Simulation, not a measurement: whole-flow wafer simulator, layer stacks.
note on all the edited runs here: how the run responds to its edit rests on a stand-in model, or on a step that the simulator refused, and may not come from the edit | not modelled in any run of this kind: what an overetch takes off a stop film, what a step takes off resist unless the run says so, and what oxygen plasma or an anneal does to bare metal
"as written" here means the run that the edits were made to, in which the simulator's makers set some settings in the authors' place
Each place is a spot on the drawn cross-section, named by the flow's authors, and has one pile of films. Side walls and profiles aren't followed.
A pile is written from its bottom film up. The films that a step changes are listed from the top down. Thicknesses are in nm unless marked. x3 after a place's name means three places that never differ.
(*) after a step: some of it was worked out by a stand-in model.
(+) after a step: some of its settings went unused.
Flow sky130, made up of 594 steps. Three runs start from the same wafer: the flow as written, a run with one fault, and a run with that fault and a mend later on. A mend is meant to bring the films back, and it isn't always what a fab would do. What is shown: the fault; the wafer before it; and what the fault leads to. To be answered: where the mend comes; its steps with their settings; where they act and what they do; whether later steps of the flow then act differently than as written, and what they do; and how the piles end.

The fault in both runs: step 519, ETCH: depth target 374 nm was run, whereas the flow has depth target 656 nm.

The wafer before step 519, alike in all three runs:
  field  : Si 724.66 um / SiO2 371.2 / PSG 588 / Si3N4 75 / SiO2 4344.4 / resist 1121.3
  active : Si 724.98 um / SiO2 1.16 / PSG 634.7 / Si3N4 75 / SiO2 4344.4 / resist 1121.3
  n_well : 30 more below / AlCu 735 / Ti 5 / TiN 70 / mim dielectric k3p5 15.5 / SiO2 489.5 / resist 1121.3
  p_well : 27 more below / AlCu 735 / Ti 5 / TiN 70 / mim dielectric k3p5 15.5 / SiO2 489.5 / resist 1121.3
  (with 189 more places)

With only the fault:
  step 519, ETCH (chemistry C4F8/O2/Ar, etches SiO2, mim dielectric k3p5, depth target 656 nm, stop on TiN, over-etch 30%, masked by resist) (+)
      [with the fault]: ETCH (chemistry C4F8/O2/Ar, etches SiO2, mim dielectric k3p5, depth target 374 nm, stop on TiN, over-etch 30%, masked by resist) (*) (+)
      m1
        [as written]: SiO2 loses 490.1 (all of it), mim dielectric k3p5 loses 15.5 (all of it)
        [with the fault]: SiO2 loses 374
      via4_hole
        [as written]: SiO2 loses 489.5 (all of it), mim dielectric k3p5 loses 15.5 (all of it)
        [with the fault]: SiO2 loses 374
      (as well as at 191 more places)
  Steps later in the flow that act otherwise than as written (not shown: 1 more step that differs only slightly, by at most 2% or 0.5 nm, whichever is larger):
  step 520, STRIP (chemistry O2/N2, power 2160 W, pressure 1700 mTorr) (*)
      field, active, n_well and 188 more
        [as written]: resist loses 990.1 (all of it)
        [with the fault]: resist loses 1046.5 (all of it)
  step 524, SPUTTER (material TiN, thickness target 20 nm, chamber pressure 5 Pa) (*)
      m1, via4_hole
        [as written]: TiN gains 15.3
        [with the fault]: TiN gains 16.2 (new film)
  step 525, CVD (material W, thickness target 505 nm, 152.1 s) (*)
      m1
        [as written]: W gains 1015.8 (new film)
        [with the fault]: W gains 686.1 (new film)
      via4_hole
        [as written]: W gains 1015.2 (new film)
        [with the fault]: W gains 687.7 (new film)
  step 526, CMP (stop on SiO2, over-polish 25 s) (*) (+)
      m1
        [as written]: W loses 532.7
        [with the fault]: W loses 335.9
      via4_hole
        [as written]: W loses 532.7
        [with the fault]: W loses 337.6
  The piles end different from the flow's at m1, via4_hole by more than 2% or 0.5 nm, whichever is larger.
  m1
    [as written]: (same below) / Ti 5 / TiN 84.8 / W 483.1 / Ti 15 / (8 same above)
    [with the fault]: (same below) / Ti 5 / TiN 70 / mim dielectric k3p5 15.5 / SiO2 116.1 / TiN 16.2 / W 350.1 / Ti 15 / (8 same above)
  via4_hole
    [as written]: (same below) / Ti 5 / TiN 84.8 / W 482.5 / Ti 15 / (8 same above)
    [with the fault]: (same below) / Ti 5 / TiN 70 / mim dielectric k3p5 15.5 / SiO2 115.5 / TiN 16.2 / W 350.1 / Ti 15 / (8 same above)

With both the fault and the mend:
  After step 519 comes the mend.
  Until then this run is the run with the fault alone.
  step 519a, ETCH (chemistry C4F8/O2/Ar, etches SiO2, mim dielectric k3p5, depth target 282 nm, stop on TiN, over-etch 30%, masked by resist) (+) (the flow's step 519 again, with other settings)
      field, active, n_well and 188 more
        resist loses 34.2
      m1
        SiO2 loses 116.1 (all of it), mim dielectric k3p5 loses 15.5 (all of it)
      via4_hole
        SiO2 loses 115.5 (all of it), mim dielectric k3p5 loses 15.5 (all of it)
  Steps later in the flow that act otherwise than as written:
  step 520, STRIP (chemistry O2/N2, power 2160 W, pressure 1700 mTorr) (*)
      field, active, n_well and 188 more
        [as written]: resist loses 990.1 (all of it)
        [with the mend]: resist loses 1012.3 (all of it)
  At every place that both follow, the piles at the end match the flow's.
